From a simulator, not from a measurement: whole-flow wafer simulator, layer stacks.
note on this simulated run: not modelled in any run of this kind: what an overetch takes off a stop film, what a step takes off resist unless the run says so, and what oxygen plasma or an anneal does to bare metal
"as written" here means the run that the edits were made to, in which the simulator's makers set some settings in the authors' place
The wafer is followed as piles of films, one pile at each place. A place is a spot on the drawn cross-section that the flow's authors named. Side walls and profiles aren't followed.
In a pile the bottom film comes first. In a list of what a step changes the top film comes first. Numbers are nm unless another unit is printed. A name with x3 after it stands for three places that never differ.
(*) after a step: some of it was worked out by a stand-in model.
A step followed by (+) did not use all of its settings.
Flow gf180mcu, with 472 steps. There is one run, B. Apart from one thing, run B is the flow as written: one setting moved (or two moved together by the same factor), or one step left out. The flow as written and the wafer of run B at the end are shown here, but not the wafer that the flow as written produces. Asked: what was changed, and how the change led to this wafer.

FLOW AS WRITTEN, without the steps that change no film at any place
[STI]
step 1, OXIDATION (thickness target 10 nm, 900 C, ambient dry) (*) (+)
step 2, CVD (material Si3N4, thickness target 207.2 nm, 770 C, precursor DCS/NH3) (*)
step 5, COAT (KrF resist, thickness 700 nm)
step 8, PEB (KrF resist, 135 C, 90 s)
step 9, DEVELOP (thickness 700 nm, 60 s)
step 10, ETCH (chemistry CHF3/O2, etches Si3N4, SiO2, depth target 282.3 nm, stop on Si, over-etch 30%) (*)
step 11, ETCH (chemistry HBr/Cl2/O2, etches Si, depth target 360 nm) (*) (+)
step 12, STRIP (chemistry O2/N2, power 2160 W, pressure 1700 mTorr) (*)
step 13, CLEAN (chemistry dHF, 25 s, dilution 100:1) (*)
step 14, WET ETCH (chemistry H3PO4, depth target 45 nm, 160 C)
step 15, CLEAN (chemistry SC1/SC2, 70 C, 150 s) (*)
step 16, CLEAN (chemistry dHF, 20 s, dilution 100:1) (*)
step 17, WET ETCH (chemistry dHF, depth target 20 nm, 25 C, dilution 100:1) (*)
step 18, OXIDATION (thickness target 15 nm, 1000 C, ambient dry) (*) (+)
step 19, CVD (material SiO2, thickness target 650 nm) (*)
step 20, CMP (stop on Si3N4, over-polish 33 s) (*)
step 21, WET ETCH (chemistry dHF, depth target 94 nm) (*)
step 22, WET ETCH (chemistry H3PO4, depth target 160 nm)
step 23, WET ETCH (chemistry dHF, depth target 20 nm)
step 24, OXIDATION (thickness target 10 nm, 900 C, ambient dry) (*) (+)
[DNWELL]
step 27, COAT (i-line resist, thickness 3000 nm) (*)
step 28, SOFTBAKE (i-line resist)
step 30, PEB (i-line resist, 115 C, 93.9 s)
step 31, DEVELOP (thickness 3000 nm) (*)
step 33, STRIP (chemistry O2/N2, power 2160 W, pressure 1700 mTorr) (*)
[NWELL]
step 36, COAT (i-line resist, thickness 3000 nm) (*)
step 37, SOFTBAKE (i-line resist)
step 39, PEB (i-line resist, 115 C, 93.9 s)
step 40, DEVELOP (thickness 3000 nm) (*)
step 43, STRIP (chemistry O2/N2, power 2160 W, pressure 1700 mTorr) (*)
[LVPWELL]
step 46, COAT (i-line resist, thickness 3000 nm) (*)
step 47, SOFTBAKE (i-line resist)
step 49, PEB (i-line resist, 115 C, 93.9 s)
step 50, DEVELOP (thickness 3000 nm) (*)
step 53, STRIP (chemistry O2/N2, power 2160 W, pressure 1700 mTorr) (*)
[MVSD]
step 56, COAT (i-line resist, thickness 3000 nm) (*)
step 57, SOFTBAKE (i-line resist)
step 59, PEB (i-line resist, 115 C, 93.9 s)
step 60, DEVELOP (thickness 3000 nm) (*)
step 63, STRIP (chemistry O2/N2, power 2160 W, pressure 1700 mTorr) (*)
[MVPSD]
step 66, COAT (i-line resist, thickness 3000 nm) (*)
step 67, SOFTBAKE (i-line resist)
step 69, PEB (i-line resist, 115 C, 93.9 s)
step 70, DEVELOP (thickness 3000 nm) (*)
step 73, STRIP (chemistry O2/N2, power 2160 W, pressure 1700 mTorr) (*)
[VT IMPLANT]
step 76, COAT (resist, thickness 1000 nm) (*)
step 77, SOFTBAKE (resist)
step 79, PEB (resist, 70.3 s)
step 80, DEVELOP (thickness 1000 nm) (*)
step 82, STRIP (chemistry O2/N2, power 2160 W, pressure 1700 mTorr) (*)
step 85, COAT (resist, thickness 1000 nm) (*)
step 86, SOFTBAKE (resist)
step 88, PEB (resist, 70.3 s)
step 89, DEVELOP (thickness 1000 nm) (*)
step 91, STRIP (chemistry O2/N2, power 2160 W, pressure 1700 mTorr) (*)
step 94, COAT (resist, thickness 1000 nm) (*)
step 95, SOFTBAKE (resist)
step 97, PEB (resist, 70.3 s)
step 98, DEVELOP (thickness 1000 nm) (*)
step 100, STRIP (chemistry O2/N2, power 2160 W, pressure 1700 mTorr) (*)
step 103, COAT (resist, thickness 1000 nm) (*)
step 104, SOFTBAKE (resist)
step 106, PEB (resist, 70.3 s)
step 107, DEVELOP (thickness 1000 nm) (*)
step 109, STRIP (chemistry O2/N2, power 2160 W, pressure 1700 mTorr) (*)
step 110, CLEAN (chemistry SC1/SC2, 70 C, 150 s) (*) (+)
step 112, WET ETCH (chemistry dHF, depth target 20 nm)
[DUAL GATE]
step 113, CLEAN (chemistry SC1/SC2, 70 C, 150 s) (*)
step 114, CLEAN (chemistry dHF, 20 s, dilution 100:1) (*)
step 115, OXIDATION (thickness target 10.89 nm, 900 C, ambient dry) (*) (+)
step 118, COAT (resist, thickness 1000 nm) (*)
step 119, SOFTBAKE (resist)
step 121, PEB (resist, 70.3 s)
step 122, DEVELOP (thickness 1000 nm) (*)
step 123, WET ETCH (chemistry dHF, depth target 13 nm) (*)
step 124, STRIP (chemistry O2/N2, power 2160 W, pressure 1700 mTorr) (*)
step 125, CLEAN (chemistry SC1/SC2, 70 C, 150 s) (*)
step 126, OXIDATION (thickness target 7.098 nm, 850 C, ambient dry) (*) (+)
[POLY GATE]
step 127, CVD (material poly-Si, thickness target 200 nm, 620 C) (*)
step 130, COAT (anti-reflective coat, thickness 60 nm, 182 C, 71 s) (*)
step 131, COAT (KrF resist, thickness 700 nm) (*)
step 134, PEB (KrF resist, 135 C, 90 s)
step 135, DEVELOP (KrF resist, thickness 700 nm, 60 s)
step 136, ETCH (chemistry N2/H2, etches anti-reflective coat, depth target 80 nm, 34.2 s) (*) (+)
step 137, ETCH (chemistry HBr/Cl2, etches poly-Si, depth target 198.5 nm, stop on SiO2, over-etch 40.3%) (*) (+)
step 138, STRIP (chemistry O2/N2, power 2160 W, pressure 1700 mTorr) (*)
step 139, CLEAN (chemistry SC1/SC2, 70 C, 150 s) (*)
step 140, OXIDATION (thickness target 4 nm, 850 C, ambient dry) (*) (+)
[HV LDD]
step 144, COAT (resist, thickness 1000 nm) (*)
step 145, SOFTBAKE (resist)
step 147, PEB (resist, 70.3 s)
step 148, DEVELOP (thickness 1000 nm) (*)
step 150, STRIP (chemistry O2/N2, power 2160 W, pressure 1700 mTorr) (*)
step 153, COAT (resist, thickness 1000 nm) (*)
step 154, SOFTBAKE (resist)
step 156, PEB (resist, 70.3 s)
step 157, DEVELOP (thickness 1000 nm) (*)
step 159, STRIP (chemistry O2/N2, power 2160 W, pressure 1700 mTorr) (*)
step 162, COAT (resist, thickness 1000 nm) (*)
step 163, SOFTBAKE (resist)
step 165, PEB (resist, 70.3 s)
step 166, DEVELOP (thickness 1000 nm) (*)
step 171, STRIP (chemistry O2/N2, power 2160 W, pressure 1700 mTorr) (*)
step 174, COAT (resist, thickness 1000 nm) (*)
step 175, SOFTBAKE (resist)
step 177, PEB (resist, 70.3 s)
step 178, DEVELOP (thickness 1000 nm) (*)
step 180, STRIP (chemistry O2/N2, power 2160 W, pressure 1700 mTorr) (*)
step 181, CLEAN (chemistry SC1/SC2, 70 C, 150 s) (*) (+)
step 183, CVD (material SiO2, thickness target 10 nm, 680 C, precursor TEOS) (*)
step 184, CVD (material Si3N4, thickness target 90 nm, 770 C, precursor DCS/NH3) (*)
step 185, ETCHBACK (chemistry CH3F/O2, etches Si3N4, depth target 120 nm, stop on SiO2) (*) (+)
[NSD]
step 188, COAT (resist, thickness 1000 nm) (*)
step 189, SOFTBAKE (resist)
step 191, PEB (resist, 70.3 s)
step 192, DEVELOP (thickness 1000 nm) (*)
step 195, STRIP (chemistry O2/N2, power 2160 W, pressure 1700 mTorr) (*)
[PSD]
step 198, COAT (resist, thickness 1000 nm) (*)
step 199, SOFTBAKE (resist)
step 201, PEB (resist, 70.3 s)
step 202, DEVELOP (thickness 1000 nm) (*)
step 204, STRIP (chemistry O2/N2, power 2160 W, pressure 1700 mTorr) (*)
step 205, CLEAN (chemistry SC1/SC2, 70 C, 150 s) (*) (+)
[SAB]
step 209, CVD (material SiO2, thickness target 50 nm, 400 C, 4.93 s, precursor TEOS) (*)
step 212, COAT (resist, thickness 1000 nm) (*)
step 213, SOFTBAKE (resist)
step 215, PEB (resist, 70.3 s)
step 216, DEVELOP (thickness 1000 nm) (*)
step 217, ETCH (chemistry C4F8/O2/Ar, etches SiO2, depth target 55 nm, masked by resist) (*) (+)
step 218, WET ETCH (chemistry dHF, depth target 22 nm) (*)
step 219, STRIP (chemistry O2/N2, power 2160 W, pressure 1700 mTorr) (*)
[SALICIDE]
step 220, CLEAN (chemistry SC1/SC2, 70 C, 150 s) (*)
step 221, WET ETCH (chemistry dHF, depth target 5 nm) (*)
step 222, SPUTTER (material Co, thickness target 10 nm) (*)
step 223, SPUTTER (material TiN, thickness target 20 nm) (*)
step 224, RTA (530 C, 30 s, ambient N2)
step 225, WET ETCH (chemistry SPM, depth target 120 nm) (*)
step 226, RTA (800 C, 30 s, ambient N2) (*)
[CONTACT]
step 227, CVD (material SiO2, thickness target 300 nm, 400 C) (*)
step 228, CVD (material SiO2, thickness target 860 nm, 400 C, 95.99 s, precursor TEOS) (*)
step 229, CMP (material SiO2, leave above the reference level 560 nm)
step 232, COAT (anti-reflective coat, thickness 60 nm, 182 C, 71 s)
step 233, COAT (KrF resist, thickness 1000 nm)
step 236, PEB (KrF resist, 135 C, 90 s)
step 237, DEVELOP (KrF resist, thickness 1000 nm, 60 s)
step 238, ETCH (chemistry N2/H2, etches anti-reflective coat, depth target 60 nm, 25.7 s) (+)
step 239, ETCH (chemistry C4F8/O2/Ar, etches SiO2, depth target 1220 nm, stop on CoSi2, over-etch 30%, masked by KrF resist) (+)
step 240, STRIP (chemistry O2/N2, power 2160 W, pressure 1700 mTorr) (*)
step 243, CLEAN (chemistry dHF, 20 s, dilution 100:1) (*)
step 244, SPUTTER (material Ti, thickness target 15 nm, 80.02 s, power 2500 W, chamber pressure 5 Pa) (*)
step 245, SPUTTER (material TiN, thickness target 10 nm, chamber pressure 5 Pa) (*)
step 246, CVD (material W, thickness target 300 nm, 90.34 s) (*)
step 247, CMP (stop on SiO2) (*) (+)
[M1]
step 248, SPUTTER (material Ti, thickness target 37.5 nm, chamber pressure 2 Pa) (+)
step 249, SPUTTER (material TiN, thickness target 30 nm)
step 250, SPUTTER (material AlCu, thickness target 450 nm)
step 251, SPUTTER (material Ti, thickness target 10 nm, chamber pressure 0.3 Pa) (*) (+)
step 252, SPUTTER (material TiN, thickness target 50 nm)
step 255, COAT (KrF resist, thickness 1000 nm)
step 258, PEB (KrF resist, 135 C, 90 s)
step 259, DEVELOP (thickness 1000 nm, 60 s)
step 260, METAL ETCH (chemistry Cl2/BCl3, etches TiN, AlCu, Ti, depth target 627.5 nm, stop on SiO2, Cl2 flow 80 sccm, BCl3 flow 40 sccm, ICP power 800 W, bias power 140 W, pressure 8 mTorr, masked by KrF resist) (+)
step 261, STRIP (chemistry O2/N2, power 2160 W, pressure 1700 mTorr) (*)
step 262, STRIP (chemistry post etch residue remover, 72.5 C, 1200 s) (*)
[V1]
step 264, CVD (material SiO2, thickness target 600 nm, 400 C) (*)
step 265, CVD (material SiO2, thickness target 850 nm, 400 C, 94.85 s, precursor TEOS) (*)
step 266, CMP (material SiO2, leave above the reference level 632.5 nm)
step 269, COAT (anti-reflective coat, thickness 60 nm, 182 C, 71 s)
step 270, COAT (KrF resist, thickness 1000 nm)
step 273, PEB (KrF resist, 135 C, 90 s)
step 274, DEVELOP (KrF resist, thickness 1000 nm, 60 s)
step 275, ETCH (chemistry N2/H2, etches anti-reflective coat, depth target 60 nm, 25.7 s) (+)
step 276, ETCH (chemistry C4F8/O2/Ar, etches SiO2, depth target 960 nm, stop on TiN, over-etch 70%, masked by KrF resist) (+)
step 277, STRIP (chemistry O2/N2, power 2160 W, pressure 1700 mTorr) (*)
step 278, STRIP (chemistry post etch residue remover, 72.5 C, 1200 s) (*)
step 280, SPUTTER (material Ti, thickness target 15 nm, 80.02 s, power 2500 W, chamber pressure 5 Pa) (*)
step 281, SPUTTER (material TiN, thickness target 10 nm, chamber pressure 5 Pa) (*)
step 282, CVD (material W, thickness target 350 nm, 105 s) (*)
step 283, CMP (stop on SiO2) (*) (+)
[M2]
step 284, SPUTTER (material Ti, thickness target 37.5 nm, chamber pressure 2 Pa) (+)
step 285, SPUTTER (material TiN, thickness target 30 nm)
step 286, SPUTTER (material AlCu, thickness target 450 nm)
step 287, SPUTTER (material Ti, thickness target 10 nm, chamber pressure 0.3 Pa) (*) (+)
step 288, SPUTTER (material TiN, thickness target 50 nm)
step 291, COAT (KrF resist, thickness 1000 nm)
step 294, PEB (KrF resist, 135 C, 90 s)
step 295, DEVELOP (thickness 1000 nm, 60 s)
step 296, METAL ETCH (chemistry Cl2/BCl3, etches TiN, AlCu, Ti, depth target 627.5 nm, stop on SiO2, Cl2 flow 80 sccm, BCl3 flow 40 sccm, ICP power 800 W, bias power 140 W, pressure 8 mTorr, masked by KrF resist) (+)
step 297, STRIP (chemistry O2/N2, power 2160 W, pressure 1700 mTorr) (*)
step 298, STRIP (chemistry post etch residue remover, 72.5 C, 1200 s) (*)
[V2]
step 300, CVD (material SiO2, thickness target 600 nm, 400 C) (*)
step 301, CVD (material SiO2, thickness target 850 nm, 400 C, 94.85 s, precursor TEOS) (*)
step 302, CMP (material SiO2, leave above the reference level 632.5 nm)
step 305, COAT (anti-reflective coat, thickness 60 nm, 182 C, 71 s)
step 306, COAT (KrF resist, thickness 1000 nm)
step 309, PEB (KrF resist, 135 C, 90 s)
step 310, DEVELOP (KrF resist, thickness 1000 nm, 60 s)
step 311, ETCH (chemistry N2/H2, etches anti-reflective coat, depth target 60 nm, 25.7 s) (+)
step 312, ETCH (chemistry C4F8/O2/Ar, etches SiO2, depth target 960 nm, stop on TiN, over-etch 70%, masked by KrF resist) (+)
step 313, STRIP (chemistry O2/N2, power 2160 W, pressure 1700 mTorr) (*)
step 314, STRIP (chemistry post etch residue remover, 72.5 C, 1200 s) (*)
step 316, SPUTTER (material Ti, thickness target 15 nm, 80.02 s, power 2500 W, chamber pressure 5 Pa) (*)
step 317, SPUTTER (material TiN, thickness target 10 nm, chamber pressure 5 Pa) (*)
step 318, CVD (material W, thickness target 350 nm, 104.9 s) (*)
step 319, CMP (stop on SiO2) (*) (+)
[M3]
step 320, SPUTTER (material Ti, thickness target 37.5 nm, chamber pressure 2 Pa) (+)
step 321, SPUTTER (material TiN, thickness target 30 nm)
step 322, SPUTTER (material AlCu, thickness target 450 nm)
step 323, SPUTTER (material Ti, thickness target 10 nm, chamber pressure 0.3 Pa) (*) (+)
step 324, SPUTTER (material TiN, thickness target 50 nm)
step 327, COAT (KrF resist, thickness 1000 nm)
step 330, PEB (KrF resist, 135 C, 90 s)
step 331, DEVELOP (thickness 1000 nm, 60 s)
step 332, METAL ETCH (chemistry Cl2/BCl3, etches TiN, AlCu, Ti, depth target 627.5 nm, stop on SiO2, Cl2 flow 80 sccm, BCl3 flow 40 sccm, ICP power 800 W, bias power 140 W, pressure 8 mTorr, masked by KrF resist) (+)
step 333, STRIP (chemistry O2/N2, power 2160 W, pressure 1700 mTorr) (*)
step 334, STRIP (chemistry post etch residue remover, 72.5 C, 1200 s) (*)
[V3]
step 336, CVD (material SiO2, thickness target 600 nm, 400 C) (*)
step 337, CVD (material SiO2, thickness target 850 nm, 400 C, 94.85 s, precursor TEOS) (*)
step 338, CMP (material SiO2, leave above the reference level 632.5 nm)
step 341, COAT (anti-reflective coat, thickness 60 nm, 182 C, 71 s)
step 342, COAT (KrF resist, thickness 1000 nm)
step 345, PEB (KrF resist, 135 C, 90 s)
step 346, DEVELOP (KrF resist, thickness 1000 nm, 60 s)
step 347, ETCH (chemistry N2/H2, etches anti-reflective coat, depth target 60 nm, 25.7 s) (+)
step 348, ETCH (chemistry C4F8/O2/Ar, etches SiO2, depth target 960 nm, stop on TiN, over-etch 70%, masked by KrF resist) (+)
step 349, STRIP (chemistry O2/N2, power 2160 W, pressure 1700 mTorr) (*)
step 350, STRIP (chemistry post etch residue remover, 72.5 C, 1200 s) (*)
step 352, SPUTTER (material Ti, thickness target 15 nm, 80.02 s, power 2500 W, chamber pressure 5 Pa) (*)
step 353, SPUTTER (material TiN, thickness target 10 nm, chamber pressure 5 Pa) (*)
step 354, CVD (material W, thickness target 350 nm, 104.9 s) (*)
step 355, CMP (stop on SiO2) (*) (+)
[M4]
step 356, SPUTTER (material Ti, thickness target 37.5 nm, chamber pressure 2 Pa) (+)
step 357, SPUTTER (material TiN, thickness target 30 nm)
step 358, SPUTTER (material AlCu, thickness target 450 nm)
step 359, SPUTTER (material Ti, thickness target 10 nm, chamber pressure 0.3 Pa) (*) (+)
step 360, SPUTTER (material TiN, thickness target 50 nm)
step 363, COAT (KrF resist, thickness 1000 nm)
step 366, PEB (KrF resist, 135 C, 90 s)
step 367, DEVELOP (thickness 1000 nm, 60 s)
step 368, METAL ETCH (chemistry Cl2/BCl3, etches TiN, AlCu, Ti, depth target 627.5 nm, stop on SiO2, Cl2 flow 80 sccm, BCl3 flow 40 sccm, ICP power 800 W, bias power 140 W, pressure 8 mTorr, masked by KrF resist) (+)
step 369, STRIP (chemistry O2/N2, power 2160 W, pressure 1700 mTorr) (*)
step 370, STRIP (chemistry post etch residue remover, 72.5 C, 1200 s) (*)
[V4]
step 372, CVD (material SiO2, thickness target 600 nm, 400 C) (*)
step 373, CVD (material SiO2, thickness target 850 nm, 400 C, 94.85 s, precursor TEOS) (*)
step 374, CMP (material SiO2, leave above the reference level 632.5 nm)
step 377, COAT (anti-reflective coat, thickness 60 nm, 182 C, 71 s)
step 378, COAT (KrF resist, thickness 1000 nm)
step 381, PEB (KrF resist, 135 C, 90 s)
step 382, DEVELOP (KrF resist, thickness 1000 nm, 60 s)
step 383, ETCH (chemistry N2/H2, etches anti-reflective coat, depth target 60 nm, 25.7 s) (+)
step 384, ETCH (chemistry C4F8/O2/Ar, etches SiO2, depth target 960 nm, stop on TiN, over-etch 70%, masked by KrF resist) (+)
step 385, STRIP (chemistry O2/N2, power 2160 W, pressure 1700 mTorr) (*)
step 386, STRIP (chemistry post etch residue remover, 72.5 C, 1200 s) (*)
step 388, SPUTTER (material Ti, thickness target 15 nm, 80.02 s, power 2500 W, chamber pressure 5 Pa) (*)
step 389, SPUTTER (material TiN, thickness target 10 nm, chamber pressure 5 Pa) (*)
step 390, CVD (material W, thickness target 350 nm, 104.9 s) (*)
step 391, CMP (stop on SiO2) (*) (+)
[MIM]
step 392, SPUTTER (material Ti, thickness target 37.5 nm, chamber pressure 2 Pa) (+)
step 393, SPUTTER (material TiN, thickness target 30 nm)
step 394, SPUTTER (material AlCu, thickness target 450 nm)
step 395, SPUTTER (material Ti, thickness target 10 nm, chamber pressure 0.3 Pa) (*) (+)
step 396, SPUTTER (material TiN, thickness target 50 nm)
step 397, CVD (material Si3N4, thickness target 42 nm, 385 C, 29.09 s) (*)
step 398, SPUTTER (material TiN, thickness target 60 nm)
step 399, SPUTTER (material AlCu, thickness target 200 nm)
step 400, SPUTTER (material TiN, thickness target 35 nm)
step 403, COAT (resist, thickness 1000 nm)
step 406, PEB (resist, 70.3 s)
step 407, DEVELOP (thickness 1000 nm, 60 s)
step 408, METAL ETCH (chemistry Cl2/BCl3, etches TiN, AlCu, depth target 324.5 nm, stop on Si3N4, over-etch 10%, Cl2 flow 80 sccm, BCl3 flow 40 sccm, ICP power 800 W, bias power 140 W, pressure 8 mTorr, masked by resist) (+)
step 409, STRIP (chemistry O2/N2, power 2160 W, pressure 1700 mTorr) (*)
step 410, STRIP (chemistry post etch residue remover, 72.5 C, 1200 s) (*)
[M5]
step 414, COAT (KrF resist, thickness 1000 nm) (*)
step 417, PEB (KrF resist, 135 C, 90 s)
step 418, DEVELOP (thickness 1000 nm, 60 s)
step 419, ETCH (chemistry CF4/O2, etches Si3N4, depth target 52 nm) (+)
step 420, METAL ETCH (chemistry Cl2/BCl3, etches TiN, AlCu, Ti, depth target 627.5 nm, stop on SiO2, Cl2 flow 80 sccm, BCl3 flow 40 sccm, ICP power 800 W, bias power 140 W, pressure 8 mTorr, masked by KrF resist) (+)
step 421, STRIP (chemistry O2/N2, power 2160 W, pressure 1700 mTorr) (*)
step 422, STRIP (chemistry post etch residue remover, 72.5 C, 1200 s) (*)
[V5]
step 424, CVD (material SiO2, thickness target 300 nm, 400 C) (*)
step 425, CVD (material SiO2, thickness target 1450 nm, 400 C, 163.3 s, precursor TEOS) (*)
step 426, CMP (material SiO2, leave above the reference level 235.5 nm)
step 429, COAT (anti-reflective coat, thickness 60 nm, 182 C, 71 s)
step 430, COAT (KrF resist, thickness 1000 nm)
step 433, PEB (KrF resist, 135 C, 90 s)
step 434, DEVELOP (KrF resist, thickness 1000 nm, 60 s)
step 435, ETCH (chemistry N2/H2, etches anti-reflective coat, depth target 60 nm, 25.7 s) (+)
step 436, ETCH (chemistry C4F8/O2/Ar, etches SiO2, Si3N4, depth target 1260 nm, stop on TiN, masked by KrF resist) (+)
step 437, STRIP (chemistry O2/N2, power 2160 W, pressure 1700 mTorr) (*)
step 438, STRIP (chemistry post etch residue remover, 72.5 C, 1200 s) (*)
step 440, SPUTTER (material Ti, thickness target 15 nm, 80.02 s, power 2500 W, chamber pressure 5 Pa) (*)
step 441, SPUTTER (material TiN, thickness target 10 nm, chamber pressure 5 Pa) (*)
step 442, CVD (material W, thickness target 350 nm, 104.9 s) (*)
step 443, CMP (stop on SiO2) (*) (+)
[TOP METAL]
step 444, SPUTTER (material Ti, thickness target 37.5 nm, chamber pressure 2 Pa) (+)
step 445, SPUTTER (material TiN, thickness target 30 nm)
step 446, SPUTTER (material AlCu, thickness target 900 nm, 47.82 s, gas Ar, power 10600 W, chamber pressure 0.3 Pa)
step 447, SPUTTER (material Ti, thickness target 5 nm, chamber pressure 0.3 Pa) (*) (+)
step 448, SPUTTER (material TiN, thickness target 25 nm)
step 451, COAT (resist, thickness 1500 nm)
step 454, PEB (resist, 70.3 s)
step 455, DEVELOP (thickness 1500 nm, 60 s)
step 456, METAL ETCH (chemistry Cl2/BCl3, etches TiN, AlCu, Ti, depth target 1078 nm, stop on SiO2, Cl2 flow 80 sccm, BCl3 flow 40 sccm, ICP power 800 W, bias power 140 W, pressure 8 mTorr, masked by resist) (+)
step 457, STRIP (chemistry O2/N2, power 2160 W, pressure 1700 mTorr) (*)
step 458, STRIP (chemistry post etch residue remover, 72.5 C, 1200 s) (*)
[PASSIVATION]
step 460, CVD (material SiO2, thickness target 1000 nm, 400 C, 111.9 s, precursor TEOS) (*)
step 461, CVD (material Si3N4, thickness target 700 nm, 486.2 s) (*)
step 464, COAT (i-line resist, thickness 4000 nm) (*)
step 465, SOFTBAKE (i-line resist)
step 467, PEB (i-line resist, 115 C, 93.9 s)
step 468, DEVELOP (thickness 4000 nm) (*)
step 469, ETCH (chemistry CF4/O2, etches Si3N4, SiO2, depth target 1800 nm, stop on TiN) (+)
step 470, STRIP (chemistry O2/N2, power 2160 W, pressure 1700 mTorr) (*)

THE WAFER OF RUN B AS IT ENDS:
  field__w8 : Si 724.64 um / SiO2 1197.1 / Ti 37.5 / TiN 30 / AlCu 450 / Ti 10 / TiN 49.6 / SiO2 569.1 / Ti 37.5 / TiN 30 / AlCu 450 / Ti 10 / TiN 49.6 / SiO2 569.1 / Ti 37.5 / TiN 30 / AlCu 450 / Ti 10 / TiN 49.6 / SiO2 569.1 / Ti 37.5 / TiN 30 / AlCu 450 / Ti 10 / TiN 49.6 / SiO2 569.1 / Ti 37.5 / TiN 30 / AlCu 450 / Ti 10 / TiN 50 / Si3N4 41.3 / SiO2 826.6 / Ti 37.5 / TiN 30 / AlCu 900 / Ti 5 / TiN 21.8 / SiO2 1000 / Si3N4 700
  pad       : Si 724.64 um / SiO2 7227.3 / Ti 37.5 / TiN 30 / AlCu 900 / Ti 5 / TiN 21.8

What caused this: step 448, SPUTTER: thickness target 22.2 nm was run, whereas the flow has thickness target 25 nm.

How this came from the change, step by step:
  step 448, SPUTTER (material TiN, thickness target 25 nm)
      field, field__w1, field__w2 and 109 more: +22.2 TiN (new film) (in the flow as written it would be: +25 TiN (new film))
  step 456, METAL ETCH (chemistry Cl2/BCl3, etches TiN, AlCu, Ti, depth target 1078 nm, stop on SiO2, Cl2 flow 80 sccm, BCl3 flow 40 sccm, ICP power 800 W, bias power 140 W, pressure 8 mTorr, masked by resist) (+)
      field, field__w1, field__w2 and 103 more: -22.2 TiN (all of it), -5 Ti (all of it), -900 AlCu (all of it), -30 TiN (all of it), -37.5 Ti (all of it) (in the flow as written it would be: -25 TiN (all of it), -5 Ti (all of it), -900 AlCu (all of it), -30 TiN (all of it), -37.5 Ti (all of it))
